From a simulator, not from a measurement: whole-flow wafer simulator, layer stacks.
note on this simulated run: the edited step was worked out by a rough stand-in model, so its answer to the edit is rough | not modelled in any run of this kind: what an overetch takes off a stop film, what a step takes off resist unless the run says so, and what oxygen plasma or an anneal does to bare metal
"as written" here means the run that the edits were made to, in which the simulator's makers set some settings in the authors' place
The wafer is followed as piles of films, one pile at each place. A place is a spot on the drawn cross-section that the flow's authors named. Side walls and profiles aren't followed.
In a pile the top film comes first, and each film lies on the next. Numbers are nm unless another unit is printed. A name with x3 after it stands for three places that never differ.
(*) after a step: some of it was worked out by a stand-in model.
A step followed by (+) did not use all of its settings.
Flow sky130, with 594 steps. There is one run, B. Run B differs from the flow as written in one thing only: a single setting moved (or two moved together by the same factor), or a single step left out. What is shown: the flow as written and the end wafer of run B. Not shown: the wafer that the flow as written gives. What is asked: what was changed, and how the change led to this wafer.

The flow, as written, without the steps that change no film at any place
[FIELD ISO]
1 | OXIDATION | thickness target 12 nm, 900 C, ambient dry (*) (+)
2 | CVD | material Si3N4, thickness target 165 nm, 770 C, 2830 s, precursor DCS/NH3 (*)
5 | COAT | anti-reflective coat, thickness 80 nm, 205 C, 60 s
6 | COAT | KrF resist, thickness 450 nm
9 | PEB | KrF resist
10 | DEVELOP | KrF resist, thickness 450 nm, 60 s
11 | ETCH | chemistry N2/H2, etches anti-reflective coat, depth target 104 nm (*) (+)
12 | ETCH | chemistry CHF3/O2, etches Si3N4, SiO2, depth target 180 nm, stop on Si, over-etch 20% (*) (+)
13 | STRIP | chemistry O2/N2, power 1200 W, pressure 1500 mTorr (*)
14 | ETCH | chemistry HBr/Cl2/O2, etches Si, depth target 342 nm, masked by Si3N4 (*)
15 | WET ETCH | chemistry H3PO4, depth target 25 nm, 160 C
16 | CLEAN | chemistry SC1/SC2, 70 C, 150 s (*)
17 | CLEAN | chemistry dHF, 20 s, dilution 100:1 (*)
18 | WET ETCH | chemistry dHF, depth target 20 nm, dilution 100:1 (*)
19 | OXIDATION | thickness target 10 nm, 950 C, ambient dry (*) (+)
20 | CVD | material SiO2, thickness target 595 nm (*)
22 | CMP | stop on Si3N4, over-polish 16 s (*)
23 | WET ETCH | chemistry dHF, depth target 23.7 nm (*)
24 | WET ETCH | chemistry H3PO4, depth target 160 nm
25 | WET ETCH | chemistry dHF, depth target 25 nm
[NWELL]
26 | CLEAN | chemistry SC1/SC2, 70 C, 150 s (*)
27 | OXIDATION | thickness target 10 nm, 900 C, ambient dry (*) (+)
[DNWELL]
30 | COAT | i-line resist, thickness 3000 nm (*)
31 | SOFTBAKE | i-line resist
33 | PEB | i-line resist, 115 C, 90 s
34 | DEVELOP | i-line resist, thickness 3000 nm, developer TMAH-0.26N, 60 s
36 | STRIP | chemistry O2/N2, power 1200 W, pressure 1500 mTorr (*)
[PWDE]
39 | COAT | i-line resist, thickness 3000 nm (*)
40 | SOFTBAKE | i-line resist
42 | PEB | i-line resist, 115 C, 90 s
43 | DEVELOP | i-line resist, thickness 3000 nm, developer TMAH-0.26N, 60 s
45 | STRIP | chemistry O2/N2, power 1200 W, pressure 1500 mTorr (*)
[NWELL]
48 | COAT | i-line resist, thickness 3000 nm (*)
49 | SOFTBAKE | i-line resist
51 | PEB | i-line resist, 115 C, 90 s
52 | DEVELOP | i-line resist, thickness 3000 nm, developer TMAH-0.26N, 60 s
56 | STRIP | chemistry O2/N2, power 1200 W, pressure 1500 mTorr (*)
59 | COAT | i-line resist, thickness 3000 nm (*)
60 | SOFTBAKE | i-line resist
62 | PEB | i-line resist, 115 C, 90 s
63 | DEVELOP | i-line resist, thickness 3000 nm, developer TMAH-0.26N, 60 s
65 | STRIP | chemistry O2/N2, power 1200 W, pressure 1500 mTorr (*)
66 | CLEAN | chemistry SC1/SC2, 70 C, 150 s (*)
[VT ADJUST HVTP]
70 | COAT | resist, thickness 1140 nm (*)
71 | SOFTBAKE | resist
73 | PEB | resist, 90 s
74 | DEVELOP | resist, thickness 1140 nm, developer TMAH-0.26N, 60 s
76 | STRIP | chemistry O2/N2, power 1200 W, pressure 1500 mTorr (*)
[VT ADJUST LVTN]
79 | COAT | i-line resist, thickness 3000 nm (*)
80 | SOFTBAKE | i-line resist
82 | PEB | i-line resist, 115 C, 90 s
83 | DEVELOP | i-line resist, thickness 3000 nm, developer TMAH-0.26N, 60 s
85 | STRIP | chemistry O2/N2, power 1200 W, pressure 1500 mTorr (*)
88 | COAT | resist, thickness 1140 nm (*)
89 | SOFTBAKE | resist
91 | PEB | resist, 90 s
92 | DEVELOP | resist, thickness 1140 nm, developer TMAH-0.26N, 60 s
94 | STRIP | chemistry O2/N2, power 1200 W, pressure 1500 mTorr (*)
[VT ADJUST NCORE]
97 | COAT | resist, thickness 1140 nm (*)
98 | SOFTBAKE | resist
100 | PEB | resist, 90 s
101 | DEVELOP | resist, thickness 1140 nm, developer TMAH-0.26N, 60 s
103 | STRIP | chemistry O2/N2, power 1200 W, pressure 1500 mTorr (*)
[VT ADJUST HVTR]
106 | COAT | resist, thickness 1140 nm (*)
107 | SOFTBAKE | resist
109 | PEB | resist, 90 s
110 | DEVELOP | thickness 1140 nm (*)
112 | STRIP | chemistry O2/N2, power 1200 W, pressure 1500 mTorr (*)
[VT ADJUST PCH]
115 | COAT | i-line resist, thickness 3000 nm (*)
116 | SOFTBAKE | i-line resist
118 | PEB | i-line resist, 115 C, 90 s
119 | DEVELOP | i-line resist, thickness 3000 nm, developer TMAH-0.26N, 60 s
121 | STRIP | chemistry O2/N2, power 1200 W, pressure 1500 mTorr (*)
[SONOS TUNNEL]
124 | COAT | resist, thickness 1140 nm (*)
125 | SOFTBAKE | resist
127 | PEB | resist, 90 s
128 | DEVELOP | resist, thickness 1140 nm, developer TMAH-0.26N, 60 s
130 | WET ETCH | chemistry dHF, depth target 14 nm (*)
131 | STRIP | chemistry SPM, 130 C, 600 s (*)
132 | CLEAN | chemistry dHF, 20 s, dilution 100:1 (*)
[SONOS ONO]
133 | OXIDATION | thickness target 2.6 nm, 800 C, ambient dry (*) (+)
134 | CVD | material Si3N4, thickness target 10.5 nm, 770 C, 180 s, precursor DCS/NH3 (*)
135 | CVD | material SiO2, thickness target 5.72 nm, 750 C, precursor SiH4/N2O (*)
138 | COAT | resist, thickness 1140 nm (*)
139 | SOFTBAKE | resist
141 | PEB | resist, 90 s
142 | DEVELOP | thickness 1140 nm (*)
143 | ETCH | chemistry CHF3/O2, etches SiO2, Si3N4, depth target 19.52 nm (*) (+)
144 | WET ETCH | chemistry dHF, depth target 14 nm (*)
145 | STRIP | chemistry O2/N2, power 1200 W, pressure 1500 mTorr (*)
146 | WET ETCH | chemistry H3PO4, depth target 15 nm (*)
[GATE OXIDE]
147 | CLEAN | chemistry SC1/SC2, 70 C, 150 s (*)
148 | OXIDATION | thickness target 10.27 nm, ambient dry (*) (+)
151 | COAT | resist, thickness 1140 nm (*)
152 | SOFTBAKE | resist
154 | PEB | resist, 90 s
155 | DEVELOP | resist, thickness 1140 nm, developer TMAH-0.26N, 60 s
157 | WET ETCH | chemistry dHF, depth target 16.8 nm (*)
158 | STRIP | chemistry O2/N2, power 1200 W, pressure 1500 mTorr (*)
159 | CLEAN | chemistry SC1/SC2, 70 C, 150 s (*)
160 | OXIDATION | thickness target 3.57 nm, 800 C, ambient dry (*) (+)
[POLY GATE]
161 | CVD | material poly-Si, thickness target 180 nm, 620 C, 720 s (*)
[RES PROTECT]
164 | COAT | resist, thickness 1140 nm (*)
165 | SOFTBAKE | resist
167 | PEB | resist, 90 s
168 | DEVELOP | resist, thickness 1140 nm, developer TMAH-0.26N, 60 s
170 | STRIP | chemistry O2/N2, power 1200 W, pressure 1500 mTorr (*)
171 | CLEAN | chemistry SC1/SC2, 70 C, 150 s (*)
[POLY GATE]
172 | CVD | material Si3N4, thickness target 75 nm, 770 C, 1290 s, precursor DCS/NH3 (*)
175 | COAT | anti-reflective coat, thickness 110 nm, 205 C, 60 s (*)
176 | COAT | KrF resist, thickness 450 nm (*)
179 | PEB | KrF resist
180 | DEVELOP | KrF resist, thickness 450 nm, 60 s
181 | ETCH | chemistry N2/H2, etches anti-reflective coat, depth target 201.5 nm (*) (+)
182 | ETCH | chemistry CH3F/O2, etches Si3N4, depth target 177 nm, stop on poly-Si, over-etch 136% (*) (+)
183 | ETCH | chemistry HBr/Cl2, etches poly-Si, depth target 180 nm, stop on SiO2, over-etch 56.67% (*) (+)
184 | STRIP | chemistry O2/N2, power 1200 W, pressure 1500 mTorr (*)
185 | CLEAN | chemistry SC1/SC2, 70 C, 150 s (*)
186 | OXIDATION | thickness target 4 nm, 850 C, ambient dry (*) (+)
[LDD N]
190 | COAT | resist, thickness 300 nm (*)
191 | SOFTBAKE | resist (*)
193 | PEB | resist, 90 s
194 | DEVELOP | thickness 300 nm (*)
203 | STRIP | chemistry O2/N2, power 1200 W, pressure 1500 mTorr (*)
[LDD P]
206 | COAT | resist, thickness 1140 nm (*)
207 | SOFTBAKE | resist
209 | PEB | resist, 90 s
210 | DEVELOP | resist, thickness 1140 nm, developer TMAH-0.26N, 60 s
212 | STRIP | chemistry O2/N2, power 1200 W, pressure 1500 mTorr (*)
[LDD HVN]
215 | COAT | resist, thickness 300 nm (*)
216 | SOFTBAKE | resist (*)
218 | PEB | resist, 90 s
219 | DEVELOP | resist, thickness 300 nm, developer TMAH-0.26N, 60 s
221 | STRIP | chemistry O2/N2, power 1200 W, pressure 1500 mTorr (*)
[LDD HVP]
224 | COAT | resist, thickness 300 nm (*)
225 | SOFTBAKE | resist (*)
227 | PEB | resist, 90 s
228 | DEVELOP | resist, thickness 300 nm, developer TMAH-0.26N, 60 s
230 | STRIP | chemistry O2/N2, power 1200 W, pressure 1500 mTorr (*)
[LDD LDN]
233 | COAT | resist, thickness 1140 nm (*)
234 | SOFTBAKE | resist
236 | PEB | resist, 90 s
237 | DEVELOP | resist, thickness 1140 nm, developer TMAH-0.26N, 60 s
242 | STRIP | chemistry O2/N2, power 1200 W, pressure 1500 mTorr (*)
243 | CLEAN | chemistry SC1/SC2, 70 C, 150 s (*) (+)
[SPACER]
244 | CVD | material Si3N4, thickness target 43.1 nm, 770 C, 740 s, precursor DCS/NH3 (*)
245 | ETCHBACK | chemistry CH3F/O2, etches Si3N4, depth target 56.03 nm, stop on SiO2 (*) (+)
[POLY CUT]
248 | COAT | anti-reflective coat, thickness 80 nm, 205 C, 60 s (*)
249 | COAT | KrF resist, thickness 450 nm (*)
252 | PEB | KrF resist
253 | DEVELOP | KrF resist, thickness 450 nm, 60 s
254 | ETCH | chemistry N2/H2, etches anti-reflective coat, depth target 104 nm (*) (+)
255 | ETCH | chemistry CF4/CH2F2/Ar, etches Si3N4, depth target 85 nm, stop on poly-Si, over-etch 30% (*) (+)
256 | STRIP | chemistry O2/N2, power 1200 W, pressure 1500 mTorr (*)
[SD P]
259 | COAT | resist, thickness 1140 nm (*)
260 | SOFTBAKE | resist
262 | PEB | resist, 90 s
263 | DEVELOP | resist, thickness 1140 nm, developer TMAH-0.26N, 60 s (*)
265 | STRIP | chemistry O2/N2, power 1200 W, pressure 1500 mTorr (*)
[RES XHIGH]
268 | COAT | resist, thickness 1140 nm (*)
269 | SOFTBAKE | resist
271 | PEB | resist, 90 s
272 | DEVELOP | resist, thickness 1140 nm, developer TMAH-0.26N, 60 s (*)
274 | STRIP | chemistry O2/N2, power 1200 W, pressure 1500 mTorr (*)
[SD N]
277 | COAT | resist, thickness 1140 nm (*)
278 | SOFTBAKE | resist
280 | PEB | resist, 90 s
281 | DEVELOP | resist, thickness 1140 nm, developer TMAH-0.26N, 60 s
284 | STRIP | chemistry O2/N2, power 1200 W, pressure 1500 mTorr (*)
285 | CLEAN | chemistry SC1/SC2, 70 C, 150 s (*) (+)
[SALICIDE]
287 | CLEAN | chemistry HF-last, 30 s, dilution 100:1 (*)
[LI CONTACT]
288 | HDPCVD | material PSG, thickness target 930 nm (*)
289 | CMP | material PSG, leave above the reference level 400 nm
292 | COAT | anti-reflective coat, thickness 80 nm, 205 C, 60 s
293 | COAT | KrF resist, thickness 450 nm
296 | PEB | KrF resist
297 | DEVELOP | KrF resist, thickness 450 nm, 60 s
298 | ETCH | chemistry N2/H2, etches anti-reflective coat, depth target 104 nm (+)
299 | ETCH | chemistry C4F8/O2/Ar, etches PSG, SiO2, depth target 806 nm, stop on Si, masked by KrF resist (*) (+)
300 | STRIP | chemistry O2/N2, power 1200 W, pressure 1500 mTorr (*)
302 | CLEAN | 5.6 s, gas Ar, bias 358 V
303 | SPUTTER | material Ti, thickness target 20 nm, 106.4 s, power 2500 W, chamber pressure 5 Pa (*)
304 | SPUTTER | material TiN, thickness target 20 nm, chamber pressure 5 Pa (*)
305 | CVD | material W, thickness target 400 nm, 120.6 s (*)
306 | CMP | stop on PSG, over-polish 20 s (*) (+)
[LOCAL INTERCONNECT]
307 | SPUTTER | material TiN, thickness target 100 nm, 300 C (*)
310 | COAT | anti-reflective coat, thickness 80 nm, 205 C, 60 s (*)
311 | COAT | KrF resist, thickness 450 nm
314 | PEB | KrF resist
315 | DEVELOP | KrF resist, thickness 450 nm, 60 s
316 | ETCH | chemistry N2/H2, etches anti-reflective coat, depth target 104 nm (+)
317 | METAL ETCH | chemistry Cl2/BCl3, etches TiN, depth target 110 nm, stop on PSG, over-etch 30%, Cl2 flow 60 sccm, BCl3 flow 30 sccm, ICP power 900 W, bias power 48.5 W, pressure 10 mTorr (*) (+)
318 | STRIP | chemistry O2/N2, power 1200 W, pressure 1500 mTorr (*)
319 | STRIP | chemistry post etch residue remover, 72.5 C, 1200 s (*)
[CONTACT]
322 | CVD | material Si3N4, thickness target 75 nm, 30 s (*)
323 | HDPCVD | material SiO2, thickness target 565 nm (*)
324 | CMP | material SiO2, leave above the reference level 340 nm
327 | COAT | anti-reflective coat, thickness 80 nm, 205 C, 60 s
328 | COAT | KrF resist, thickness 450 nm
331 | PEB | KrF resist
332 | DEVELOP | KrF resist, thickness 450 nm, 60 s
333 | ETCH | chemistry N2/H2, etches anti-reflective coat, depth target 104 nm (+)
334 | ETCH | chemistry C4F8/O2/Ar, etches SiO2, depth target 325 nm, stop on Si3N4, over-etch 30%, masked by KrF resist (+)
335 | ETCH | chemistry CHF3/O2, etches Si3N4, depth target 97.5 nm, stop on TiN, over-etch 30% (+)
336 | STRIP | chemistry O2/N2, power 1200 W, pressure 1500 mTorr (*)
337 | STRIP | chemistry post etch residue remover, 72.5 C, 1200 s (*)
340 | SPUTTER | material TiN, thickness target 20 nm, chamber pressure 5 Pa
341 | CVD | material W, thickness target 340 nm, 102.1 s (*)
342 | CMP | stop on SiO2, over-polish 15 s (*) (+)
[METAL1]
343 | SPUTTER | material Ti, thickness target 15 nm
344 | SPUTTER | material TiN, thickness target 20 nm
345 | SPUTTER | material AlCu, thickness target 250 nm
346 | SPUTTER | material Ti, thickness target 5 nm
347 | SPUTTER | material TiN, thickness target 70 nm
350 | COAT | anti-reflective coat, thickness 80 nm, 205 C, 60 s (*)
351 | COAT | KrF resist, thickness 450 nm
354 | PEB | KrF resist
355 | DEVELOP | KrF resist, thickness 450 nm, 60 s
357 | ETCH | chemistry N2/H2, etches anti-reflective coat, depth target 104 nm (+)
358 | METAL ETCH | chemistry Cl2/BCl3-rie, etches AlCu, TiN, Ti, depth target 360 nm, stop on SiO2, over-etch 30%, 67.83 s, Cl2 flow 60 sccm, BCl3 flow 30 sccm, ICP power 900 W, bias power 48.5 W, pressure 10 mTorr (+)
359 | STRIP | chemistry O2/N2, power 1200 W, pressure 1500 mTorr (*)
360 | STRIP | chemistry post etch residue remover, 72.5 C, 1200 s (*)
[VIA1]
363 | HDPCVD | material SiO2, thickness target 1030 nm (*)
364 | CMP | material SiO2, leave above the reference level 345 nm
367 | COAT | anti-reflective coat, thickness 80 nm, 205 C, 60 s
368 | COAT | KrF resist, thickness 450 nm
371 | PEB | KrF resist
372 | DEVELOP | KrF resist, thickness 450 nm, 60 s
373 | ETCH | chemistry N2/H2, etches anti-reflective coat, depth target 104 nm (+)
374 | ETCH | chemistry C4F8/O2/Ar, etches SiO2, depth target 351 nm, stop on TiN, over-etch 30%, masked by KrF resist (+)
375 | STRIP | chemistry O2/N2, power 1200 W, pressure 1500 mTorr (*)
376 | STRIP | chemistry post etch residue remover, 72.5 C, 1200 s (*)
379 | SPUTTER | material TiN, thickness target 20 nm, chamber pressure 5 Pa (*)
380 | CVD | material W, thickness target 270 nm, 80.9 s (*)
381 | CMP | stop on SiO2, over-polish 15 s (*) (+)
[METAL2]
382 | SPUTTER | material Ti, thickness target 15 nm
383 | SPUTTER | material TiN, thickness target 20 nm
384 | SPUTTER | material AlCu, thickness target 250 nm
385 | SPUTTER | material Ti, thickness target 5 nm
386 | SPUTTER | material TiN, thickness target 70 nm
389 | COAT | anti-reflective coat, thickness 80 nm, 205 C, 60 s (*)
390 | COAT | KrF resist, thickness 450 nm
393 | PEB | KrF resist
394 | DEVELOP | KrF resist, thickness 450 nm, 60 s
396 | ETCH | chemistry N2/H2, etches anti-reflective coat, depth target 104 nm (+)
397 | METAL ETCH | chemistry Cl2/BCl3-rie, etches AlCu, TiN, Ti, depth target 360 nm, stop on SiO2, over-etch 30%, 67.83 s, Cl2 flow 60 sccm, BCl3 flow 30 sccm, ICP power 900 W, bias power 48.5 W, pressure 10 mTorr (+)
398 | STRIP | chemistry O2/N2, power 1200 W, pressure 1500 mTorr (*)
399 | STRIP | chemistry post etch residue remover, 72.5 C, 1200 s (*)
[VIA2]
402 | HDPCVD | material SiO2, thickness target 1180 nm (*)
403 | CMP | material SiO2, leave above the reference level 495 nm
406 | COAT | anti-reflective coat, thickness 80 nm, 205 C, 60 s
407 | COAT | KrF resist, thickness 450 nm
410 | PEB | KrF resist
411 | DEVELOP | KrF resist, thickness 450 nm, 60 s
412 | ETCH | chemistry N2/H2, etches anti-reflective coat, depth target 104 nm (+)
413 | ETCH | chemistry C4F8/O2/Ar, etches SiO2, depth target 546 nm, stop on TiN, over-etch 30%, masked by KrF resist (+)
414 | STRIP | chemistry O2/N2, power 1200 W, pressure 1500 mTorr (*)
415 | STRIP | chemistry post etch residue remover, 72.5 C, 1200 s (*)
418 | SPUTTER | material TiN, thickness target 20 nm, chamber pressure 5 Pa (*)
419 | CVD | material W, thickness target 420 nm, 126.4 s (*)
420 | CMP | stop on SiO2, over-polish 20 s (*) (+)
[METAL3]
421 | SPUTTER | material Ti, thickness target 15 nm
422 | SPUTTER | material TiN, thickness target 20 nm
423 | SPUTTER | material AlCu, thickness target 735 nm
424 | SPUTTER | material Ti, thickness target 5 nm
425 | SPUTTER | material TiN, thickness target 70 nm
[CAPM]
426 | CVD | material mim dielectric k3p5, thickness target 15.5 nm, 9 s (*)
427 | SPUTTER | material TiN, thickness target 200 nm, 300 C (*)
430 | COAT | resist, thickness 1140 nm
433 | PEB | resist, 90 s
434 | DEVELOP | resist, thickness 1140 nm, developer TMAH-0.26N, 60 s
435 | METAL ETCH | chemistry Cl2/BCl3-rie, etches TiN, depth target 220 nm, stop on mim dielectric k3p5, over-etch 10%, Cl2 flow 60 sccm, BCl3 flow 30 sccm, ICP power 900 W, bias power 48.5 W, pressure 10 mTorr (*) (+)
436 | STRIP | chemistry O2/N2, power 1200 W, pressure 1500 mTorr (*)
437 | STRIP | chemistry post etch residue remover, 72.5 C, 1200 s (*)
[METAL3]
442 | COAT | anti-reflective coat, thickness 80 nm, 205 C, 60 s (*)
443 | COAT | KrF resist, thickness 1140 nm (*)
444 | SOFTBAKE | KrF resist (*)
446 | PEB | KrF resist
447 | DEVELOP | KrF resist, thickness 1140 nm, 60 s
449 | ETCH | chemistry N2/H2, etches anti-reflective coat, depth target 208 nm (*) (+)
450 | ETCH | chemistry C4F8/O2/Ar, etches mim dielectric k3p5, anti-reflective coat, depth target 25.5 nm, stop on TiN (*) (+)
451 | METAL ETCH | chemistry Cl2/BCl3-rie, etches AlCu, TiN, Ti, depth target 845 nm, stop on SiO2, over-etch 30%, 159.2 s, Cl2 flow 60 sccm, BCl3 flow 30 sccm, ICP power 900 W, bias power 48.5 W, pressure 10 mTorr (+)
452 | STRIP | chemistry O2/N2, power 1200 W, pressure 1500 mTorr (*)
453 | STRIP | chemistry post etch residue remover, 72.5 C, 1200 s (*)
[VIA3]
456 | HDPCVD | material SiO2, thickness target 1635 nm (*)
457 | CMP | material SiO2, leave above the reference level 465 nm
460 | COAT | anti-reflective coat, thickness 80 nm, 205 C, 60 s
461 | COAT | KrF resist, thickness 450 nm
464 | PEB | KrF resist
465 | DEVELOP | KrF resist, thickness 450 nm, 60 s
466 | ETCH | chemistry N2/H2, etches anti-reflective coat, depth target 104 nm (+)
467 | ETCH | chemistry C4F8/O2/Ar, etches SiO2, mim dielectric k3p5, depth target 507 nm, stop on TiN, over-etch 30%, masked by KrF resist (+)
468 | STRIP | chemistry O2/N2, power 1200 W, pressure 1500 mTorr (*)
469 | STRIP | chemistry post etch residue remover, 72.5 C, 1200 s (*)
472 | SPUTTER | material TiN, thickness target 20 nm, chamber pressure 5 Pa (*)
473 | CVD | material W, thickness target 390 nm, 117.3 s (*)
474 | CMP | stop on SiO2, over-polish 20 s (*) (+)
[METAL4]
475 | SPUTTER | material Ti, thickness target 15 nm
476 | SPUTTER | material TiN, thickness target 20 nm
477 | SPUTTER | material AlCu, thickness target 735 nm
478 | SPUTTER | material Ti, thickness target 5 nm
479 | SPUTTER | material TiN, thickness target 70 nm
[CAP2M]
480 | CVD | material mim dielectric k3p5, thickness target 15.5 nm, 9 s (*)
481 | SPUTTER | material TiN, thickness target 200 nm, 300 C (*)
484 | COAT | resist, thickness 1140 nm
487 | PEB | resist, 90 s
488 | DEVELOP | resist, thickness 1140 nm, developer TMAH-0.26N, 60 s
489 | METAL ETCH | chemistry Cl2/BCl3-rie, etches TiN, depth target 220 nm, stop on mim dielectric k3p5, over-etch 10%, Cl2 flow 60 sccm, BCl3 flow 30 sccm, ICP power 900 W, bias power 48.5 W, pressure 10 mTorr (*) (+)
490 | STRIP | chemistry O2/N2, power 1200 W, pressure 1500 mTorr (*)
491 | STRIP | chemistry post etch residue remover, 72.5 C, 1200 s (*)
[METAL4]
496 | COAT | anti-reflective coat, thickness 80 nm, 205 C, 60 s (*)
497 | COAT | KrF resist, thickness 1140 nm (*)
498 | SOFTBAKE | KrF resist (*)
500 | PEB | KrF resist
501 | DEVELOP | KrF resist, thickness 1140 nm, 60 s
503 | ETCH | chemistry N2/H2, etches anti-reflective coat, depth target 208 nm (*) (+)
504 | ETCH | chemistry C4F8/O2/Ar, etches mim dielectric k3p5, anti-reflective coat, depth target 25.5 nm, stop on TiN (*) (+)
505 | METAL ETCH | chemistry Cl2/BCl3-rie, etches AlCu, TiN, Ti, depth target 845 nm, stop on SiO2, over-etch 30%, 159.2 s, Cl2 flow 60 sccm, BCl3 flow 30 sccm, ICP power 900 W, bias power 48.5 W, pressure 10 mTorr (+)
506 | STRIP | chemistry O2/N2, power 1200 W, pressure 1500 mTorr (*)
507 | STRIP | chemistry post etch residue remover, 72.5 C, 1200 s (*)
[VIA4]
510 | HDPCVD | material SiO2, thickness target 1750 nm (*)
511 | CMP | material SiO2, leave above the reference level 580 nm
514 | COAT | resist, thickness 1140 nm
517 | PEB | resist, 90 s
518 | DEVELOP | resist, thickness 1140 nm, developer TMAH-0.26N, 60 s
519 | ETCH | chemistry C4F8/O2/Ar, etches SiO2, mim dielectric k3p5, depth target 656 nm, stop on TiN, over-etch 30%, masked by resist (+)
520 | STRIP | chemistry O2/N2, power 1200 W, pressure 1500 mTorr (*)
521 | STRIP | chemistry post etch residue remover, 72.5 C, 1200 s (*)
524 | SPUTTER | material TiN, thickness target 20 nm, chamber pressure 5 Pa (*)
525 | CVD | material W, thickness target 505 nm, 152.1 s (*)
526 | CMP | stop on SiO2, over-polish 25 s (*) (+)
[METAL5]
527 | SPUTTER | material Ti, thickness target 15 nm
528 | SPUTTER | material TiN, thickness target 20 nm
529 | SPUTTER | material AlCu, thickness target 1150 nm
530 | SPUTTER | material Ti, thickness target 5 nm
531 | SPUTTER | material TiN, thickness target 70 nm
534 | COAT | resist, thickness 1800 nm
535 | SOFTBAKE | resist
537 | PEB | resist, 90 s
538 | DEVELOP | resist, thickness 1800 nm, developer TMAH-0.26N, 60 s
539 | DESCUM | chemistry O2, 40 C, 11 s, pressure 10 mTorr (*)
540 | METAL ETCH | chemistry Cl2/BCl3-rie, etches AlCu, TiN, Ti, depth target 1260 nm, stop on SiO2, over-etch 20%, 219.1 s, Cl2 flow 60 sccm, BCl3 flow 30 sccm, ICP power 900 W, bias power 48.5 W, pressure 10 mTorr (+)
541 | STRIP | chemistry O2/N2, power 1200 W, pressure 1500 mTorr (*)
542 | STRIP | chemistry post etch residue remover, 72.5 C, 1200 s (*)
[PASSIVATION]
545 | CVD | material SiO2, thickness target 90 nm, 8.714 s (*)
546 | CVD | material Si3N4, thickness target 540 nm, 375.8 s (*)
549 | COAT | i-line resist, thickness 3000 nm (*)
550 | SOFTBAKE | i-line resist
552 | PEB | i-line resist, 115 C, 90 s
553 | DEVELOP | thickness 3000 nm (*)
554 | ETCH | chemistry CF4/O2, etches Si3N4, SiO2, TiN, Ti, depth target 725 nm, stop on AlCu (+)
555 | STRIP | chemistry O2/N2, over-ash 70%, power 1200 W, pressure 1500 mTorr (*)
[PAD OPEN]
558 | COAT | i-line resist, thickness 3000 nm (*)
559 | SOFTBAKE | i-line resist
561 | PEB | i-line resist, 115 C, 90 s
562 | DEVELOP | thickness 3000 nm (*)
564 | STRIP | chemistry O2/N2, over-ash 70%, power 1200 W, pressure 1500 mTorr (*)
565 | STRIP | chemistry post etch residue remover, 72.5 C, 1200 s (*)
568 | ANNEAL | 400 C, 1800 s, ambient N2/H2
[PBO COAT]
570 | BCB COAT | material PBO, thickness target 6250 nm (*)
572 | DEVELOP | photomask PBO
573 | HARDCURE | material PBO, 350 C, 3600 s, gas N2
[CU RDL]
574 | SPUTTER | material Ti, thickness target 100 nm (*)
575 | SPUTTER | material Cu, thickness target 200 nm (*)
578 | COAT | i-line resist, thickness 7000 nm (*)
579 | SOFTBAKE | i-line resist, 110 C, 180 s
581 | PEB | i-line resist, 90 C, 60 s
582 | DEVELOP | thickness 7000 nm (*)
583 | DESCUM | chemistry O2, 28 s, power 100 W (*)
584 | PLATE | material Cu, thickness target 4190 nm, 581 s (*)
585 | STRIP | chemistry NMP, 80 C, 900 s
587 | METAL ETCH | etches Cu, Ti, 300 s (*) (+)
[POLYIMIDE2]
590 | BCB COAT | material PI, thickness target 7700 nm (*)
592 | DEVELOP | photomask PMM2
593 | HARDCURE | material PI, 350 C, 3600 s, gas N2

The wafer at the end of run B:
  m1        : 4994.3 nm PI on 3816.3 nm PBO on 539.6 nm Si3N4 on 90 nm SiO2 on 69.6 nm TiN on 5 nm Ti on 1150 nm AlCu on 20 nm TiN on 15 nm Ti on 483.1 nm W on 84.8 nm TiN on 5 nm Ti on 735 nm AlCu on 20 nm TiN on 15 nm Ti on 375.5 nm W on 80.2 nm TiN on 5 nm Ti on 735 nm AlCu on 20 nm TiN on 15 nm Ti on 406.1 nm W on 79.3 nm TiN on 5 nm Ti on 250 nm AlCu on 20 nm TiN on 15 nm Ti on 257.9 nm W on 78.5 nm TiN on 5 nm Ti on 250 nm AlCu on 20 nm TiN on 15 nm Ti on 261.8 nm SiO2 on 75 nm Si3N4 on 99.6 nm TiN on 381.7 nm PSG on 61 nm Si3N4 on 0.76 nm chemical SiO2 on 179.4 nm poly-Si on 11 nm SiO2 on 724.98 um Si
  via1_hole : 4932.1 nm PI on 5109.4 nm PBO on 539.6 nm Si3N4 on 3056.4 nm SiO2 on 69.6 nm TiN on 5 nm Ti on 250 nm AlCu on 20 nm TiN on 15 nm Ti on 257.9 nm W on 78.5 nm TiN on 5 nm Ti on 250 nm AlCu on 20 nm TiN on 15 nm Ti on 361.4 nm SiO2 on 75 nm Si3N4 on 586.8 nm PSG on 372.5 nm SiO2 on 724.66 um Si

Cause: step 379, SPUTTER: thickness target 17 nm was run, whereas the flow has thickness target 20 nm.

Step by step, how the change led to this:
  379 | SPUTTER | material TiN, thickness target 20 nm, chamber pressure 5 Pa (*)
      field, active, n_well and 186 more: TiN gains 17 (new film) (in the flow as written it would be: TiN gains 20 (new film))
      m1: TiN gains 9.33 (in the flow as written it would be: TiN gains 11)
      (and at 1 other place as well)
  381 | CMP | stop on SiO2, over-polish 15 s (*) (+)
      field, active, n_well and 186 more: W loses 270 (all of it), TiN loses 17 (all of it), SiO2 loses 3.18 (in the flow as written it would be: W loses 270 (all of it), TiN loses 20 (all of it), SiO2 loses 3.18)
